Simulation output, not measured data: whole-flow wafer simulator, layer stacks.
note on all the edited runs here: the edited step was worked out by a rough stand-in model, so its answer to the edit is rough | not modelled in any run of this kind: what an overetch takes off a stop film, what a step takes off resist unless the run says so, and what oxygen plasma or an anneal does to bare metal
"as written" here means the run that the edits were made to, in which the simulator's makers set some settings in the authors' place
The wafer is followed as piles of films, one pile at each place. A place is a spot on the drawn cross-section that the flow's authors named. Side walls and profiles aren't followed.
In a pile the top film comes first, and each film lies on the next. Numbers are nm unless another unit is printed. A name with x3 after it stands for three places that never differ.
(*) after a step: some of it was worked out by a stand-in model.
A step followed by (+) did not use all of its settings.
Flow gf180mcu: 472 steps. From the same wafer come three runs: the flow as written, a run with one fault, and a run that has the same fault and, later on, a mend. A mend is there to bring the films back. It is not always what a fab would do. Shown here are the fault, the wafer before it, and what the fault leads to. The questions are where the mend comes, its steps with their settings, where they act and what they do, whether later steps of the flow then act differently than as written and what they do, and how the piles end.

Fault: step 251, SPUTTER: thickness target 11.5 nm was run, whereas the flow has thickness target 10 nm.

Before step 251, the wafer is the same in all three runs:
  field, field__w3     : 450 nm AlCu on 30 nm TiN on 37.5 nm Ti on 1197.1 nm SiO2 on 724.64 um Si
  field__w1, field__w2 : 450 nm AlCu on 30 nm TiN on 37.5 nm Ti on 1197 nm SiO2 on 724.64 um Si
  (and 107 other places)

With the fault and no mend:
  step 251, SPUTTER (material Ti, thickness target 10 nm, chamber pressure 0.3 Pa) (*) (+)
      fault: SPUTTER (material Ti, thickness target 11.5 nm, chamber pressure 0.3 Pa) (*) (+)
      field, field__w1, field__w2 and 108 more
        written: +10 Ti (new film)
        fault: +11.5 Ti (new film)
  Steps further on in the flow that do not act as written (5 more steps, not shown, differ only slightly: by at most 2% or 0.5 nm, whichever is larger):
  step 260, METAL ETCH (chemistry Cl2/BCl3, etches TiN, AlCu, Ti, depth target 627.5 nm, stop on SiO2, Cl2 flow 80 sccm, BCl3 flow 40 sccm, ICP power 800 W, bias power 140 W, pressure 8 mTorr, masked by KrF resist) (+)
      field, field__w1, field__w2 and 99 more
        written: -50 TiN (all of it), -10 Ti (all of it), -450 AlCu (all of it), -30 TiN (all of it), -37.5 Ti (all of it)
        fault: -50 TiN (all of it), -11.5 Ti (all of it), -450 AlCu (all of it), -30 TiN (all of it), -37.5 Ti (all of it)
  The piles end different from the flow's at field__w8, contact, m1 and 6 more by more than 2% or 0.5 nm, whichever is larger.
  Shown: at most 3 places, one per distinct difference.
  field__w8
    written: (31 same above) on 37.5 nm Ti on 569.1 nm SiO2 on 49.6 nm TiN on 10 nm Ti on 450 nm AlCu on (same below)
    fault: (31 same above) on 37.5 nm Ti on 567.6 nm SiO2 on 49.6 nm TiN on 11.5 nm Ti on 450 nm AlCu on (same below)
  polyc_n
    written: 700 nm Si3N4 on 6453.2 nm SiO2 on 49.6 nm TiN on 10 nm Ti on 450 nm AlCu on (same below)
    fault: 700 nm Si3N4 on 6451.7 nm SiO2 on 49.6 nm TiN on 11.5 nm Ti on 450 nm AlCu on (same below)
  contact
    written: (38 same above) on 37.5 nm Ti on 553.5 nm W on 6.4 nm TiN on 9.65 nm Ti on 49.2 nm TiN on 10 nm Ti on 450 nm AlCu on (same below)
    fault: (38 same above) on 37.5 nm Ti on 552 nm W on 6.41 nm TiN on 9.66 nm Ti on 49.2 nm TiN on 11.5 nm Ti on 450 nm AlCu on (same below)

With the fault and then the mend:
  The mend stands after step 251.
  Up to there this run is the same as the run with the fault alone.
  step 251a, METAL ETCH (chemistry Cl2/BCl3, etches TiN, AlCu, Ti, depth target 1.5 nm, Cl2 flow 80 sccm, BCl3 flow 40 sccm, ICP power 800 W, bias power 140 W, pressure 8 mTorr)
      field, field__w1, field__w2 and 108 more
        -1.5 Ti
  Later steps of the flow that are run all act as written at every place that is followed.
  The piles end the same as the flow's at every place that both follow.
